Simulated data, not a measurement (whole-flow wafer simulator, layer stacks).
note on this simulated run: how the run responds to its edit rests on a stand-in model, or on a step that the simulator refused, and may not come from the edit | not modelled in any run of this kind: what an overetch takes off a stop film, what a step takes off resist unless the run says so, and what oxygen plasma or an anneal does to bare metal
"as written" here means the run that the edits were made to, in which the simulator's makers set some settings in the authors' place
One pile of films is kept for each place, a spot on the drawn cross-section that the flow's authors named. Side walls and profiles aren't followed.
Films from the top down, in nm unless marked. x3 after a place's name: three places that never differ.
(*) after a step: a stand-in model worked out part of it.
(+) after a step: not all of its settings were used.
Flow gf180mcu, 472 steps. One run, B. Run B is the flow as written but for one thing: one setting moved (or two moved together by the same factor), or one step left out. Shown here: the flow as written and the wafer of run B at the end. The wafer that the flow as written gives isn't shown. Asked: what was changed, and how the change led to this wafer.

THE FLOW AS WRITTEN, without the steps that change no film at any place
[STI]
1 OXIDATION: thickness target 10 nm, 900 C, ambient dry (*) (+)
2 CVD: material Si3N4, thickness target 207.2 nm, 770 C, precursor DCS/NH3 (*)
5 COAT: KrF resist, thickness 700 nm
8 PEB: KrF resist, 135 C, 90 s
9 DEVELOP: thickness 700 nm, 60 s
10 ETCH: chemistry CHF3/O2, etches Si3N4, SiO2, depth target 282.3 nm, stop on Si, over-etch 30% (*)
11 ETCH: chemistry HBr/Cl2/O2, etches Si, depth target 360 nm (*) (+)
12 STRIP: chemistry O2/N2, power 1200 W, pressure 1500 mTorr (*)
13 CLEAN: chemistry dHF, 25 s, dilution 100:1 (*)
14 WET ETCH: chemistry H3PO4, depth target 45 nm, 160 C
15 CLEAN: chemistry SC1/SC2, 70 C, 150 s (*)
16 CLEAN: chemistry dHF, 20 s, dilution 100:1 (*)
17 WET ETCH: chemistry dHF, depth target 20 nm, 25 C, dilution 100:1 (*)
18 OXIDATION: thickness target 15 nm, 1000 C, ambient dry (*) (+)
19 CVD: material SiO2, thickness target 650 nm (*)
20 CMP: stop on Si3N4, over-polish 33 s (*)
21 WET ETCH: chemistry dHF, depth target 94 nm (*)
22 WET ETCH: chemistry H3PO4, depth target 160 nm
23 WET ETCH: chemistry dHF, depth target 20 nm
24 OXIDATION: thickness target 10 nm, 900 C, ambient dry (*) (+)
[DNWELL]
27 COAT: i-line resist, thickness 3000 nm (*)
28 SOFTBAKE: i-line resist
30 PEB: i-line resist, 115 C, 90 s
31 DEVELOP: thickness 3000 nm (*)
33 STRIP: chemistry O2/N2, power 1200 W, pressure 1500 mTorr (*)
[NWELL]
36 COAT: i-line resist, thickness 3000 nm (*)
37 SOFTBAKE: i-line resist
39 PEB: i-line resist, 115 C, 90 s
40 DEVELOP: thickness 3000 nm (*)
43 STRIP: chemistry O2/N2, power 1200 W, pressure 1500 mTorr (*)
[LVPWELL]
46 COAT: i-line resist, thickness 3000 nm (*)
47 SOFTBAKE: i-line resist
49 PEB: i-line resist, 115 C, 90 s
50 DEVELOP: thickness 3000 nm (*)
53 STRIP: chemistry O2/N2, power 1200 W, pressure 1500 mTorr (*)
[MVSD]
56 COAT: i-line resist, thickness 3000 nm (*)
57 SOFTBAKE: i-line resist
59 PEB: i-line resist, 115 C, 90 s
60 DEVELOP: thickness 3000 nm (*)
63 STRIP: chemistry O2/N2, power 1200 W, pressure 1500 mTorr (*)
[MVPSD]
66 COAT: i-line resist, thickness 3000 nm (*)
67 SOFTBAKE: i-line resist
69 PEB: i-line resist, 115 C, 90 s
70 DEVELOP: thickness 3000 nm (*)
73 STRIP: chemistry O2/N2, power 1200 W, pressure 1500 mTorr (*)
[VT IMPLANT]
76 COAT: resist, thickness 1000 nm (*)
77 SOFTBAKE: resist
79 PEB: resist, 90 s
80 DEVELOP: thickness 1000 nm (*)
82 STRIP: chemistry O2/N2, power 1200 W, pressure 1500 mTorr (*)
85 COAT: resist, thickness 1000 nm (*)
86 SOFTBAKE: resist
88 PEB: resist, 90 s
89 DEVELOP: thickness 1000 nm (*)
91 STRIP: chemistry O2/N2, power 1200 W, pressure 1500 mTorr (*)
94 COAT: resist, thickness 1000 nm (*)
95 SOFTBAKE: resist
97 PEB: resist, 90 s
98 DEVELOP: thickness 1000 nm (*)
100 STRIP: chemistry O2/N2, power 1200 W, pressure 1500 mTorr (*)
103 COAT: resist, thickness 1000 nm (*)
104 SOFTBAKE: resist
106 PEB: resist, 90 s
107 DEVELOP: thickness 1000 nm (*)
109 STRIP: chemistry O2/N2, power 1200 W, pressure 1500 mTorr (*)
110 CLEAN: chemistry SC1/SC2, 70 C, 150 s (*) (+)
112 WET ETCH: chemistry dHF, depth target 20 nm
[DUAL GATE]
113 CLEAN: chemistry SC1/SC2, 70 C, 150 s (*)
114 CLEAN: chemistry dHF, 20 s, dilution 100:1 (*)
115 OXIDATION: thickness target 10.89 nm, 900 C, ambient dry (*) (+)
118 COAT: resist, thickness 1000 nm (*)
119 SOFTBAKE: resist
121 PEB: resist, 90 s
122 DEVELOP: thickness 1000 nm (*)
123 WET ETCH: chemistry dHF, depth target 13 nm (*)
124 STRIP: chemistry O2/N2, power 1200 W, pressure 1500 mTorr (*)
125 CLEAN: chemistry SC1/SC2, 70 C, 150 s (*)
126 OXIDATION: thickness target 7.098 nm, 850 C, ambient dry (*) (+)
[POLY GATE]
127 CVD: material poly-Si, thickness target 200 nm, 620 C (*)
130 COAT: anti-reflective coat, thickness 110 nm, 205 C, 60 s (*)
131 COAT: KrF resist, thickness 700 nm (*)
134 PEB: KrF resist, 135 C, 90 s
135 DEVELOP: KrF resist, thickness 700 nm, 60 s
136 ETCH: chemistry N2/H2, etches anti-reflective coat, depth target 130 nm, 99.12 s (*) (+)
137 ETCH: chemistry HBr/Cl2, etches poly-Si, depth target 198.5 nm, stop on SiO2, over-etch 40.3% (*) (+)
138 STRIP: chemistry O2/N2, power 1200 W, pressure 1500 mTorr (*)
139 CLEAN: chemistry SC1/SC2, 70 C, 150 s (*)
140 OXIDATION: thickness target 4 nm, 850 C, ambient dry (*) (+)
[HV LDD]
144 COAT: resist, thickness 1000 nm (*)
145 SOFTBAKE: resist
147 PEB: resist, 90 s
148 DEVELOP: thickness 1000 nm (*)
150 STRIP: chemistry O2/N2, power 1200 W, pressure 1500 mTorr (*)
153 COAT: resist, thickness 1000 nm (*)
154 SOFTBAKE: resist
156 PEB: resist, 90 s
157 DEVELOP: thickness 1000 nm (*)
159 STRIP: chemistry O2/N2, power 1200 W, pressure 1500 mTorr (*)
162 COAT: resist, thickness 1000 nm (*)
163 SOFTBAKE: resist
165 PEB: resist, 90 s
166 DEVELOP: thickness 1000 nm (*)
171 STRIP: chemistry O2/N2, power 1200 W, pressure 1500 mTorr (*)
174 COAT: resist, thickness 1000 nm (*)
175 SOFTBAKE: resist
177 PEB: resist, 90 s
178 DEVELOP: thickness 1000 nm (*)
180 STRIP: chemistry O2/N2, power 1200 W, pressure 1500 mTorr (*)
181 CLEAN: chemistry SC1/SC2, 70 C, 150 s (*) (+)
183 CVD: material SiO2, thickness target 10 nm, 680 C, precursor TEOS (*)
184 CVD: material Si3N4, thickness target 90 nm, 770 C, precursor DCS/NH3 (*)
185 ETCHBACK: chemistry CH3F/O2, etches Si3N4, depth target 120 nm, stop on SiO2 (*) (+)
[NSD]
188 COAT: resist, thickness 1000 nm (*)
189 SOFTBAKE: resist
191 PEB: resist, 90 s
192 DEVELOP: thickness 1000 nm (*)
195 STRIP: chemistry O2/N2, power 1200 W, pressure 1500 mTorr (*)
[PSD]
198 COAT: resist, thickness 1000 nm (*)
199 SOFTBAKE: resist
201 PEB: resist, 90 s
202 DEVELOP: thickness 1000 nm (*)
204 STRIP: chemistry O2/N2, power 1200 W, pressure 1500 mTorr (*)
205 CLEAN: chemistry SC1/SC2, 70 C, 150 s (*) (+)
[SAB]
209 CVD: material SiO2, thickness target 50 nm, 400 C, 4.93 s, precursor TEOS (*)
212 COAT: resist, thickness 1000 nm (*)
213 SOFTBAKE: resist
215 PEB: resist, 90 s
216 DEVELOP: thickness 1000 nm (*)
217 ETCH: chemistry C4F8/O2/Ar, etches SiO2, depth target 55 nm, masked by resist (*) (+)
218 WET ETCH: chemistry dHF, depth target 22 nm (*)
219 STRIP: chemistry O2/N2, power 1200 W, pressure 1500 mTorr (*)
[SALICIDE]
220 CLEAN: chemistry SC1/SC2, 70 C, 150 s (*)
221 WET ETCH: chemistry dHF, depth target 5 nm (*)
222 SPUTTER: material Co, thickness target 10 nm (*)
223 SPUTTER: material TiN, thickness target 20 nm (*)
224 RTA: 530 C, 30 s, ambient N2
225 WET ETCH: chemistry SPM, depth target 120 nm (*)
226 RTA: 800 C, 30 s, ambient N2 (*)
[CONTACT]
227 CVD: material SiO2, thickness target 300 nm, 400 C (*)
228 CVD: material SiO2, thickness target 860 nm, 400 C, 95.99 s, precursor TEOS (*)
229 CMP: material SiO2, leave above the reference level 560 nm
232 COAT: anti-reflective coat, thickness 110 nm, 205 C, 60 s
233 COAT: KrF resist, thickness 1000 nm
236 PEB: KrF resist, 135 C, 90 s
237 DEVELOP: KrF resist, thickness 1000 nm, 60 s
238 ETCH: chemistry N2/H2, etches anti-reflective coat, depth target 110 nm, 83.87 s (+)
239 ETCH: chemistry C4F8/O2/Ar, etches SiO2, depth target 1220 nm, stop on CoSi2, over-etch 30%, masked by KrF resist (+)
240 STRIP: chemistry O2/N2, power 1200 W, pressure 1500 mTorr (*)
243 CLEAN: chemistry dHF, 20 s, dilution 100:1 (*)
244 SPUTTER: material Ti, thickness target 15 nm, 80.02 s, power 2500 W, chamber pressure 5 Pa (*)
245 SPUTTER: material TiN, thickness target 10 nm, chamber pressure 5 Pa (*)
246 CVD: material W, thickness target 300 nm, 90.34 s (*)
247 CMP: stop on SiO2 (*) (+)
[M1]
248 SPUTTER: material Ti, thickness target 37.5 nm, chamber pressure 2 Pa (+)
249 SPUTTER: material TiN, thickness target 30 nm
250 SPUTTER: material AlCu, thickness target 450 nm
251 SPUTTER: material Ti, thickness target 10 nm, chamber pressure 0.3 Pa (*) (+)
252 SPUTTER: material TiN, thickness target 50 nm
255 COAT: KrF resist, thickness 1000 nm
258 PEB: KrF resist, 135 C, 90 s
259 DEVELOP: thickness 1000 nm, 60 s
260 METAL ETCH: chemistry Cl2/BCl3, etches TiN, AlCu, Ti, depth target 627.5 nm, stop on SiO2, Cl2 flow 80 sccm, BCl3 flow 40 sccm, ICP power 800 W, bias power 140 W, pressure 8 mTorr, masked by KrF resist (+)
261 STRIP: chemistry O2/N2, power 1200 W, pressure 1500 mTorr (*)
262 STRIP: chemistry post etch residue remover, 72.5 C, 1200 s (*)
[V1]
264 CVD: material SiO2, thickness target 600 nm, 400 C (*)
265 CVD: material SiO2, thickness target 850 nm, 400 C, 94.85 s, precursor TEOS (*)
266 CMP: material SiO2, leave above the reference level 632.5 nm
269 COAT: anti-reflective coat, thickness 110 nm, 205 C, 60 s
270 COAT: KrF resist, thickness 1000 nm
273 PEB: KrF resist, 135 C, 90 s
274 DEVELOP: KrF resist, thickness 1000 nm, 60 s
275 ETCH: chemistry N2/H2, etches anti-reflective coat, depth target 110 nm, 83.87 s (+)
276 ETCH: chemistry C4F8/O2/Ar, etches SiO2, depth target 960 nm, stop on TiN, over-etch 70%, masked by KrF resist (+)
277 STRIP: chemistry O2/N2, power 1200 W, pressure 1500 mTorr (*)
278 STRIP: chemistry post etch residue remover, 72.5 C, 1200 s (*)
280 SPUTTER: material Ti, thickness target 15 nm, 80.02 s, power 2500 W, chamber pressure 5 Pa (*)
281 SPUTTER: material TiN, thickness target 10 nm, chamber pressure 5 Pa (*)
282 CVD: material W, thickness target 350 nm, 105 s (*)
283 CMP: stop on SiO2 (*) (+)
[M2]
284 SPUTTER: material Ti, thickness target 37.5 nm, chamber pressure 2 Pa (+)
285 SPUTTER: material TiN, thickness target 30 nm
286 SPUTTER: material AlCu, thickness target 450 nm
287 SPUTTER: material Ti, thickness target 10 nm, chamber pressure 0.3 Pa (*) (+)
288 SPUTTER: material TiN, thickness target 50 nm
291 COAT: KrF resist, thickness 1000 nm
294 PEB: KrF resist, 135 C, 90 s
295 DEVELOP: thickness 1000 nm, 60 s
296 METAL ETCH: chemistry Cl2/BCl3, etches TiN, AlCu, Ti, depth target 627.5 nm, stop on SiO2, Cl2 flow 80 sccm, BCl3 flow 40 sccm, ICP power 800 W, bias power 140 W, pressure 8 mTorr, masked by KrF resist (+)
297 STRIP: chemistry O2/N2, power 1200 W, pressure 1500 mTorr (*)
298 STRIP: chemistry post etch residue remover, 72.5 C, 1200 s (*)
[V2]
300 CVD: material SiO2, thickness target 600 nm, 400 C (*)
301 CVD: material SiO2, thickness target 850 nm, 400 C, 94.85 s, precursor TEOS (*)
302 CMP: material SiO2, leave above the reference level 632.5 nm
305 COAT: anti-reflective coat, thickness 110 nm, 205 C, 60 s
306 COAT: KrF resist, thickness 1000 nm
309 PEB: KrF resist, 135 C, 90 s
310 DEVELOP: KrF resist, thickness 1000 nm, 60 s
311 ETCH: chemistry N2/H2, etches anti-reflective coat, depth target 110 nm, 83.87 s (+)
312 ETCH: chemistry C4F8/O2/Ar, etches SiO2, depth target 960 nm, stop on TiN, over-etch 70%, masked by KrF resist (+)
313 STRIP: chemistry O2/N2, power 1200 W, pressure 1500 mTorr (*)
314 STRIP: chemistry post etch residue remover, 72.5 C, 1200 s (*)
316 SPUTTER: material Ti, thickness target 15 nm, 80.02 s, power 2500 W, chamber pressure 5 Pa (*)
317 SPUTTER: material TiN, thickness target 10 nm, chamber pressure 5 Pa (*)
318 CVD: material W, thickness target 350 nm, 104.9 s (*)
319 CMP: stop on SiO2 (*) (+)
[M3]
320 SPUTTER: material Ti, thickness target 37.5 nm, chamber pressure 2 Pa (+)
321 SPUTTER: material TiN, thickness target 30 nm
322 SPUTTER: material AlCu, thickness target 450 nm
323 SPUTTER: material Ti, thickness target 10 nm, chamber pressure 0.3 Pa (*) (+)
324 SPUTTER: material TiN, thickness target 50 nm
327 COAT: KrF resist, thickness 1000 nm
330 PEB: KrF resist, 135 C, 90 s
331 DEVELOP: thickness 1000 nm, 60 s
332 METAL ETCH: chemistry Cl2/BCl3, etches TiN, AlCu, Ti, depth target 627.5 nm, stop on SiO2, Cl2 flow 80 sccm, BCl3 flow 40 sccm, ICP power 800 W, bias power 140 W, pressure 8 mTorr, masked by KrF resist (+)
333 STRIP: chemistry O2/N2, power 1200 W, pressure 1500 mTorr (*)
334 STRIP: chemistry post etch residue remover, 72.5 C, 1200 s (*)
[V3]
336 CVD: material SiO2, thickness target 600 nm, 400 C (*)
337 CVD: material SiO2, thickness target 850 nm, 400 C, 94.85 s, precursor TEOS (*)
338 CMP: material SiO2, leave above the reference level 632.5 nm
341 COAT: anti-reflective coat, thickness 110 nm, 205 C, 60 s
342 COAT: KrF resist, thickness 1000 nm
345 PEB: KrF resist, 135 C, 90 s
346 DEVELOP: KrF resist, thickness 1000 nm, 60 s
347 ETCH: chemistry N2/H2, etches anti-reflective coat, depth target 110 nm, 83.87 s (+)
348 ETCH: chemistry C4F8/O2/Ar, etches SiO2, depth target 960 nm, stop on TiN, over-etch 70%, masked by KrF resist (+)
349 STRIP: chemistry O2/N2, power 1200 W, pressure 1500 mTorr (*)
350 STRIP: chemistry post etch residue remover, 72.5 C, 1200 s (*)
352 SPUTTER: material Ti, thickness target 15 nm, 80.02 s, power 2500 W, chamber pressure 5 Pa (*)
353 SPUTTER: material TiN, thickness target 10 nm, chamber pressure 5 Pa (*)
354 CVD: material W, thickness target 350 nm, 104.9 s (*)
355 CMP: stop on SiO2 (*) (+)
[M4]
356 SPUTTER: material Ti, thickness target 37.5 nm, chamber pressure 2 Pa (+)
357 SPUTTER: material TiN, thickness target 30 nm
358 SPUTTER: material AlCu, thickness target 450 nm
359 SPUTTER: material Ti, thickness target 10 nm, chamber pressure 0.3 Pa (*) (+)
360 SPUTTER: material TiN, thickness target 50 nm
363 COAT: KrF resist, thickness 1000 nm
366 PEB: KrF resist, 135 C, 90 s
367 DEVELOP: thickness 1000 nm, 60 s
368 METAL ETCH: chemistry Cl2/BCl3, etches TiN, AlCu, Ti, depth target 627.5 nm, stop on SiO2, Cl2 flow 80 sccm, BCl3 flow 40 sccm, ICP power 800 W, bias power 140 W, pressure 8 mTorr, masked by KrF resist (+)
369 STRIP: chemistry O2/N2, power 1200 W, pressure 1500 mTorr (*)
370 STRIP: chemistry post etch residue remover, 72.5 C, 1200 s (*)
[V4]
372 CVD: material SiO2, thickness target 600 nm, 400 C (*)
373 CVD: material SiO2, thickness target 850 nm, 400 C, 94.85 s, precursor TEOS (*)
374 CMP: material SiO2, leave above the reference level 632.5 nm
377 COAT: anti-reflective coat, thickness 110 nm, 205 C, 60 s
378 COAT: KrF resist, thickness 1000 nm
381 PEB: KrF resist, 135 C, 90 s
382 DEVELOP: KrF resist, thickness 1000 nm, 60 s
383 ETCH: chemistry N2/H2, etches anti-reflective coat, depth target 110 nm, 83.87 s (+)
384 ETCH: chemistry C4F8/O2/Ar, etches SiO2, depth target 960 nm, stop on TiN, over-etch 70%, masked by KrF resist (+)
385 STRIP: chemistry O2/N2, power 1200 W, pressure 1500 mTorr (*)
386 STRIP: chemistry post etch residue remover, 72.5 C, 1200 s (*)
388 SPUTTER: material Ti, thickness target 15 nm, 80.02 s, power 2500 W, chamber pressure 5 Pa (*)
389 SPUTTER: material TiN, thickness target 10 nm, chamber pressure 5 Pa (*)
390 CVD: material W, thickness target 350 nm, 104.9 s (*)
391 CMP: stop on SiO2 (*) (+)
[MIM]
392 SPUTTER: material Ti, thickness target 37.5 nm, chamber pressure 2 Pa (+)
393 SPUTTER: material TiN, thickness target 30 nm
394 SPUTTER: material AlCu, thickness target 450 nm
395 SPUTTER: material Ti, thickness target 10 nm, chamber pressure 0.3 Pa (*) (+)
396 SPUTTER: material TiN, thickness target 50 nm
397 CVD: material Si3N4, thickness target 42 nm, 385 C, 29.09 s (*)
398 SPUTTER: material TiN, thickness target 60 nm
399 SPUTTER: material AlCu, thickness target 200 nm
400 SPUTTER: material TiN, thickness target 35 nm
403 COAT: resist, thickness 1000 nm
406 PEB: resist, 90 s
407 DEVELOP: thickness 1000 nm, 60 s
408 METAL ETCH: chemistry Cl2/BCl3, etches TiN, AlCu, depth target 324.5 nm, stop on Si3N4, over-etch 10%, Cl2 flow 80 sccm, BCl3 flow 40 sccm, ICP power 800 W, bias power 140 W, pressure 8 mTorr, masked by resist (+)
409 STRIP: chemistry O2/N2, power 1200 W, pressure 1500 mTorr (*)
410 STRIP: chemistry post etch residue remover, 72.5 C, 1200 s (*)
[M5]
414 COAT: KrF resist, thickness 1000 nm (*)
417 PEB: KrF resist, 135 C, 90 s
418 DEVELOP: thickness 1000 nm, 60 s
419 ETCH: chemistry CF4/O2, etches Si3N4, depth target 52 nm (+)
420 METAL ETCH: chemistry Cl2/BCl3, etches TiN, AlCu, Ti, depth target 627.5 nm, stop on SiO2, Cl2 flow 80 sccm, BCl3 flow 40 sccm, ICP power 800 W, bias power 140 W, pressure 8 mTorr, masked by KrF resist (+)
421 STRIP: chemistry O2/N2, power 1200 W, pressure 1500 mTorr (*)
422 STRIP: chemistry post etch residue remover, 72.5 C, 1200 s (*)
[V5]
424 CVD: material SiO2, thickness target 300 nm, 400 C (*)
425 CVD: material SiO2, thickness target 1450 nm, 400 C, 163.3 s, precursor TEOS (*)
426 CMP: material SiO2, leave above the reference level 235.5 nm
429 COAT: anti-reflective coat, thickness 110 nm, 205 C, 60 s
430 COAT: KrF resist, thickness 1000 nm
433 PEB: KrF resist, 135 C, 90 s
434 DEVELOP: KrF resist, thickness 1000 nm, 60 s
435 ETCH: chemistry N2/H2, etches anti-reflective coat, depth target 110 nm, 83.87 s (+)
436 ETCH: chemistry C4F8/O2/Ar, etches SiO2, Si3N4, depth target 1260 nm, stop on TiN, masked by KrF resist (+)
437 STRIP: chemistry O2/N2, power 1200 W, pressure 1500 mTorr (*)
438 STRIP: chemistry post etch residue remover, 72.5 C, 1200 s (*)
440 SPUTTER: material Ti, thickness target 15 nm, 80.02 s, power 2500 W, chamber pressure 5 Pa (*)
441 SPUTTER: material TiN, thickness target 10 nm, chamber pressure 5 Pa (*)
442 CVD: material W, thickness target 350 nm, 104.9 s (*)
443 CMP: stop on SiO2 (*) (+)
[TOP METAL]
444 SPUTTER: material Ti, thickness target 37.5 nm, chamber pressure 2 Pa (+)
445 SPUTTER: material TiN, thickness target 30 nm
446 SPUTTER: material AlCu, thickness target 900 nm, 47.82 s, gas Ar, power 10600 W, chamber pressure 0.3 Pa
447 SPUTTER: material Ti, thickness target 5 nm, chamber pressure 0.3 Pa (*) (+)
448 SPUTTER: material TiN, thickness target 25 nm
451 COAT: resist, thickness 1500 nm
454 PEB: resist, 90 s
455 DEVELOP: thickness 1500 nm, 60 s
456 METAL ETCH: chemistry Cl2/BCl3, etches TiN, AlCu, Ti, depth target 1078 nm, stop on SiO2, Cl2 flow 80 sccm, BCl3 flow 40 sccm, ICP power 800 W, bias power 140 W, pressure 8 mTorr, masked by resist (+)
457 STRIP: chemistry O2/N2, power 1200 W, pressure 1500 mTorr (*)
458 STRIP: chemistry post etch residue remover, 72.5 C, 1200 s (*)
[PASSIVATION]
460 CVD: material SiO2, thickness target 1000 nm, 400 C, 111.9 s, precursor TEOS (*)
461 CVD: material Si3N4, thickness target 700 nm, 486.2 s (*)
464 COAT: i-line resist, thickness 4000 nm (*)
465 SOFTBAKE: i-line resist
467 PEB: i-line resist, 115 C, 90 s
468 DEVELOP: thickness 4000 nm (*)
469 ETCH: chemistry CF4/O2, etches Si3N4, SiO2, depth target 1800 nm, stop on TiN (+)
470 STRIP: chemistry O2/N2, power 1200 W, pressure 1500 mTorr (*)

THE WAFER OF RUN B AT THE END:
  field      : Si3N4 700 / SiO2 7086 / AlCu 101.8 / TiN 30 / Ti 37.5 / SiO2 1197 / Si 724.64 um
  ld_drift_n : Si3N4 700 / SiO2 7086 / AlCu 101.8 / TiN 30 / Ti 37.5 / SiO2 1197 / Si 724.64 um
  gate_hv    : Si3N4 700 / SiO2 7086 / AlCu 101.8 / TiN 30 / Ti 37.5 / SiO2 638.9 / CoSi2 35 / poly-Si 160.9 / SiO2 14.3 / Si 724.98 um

The cause: step 250, SPUTTER: thickness target 675 nm was run, where the flow has thickness target 450 nm.

How the change led to this, step by step:
  250 SPUTTER: material AlCu, thickness target 450 nm
      field, field__w1, field__w2 and 108 more: AlCu +675 (new film) (as written it would be: AlCu +450 (new film))
  260 METAL ETCH: chemistry Cl2/BCl3, etches TiN, AlCu, Ti, depth target 627.5 nm, stop on SiO2, Cl2 flow 80 sccm, BCl3 flow 40 sccm, ICP power 800 W, bias power 140 W, pressure 8 mTorr, masked by KrF resist (+)
      field, field__w1, field__w2 and 99 more: TiN -50 (all of it), Ti -10 (all of it), AlCu -567.5 (as written it would be: TiN -50 (all of it), Ti -10 (all of it), AlCu -450 (all of it), TiN -30 (all of it), Ti -37.5 (all of it))
  262 STRIP: chemistry post etch residue remover, 72.5 C, 1200 s (*)
      field, field__w1, field__w2 and 99 more: AlCu -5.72 (as written it would be: nothing)
  264 CVD: material SiO2, thickness target 600 nm, 400 C (*)
      field, field__w1, field__w2 and 99 more: SiO2 +600 (new film) (as written it would be: SiO2 +600)
  266 CMP: material SiO2, leave above the reference level 632.5 nm
      field, field__w1, field__w2 and 99 more: SiO2 -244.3 (as written it would be: SiO2 -300)
Counting metal films that touch as one body, field has 1 body; the flow as written gives 0 bodies.
Counting metal films that touch as one body, ld_drift_n has 1 body; the flow as written gives 0 bodies.
Counting metal films that touch as one body, gate_hv has 2 bodies (between them, from the top down: SiO2 638.9); the flow as written gives 1 body.
